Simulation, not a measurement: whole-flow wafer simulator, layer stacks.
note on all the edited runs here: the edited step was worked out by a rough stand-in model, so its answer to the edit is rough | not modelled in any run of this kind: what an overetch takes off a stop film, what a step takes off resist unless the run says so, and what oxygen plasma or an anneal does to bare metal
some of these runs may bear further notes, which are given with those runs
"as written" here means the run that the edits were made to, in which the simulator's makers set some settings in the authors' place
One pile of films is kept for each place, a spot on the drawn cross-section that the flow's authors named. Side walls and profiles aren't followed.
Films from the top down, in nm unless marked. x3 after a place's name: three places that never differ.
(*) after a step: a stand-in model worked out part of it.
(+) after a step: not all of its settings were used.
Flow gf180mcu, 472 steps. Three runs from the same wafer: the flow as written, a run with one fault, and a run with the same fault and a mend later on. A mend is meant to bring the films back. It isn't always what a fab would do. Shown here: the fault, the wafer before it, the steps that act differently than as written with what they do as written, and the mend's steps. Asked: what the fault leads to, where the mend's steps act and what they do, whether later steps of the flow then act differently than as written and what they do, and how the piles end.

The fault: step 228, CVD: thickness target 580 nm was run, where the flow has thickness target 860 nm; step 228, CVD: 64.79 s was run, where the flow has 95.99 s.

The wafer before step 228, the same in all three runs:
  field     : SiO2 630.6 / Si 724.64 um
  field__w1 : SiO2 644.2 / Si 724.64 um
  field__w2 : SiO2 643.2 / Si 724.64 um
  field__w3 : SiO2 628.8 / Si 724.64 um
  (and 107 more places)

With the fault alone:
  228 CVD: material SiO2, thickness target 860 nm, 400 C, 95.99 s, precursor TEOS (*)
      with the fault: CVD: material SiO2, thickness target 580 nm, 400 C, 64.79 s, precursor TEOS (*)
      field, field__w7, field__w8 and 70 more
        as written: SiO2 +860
        with the fault: SiO2 +586.5
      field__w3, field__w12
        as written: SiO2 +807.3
        with the fault: SiO2 +553.8
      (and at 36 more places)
  Later steps of the flow that act differently than as written (7 more steps differ only slightly, by at most 2% or 0.5 nm, whichever is larger, and aren't shown):
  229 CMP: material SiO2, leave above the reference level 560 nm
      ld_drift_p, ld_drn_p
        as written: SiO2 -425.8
        with the fault: nothing
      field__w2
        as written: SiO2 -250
        with the fault: nothing
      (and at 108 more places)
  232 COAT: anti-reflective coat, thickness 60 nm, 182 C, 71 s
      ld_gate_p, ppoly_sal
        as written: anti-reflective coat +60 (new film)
        with the fault: anti-reflective coat +58.4 (new film)
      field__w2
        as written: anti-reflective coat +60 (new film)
        with the fault: anti-reflective coat +63.8 (new film)
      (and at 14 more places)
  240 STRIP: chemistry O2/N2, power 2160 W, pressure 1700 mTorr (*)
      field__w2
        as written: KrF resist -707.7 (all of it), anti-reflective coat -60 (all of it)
        with the fault: KrF resist -707.3 (all of it), anti-reflective coat -63.8 (all of it)
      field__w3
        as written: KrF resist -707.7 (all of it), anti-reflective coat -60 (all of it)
        with the fault: KrF resist -707.6 (all of it), anti-reflective coat -79.9 (all of it)
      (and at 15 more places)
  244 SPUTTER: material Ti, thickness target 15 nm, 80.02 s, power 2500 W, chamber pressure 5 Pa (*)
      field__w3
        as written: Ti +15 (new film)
        with the fault: Ti +14.3 (new film)
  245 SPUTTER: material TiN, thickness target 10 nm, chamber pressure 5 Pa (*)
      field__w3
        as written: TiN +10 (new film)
        with the fault: TiN +9.49 (new film)
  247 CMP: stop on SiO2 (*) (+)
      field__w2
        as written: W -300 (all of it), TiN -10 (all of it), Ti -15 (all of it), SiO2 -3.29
        with the fault: W -300 (all of it), TiN -10 (all of it), Ti -15 (all of it)
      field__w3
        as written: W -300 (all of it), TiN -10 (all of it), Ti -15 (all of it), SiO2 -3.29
        with the fault: W -300.1 (all of it), TiN -5.87
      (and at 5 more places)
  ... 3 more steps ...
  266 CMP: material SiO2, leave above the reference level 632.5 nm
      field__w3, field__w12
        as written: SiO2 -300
        with the fault: SiO2 -290.1
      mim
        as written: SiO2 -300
        with the fault: SiO2 -275.9
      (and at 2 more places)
  At the end the piles differ from the flow's by more than 2% or 0.5 nm, whichever is larger, at ld_drn_p.
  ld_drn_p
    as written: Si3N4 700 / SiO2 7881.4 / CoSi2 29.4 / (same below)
    with the fault: Si3N4 700 / SiO2 7040.2 / TiN 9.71 / Ti 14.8 / SiO2 816.6 / CoSi2 29.4 / (same below)

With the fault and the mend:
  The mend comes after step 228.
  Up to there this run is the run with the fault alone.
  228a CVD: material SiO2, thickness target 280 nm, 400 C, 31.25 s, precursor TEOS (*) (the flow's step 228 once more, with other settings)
      field, field__w7, field__w8 and 72 more
        SiO2 +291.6
      field_sub__w1, field_sub__w4, field_sub__w5
        SiO2 +284
      nw_enc_fld_lv__w1, nw_enc_fld_lv__w3, nw_enc_fld_lv__w4
        SiO2 +281.6
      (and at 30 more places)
  Later steps of the flow that act differently than as written:
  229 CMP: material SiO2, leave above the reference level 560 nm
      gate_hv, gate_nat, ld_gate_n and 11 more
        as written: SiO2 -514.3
        with the mend: SiO2 -532.4
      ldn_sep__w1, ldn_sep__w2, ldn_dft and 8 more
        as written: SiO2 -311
        with the mend: SiO2 -329.1
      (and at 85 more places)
  At the end the piles are the same as the flow's at every place that both follow.
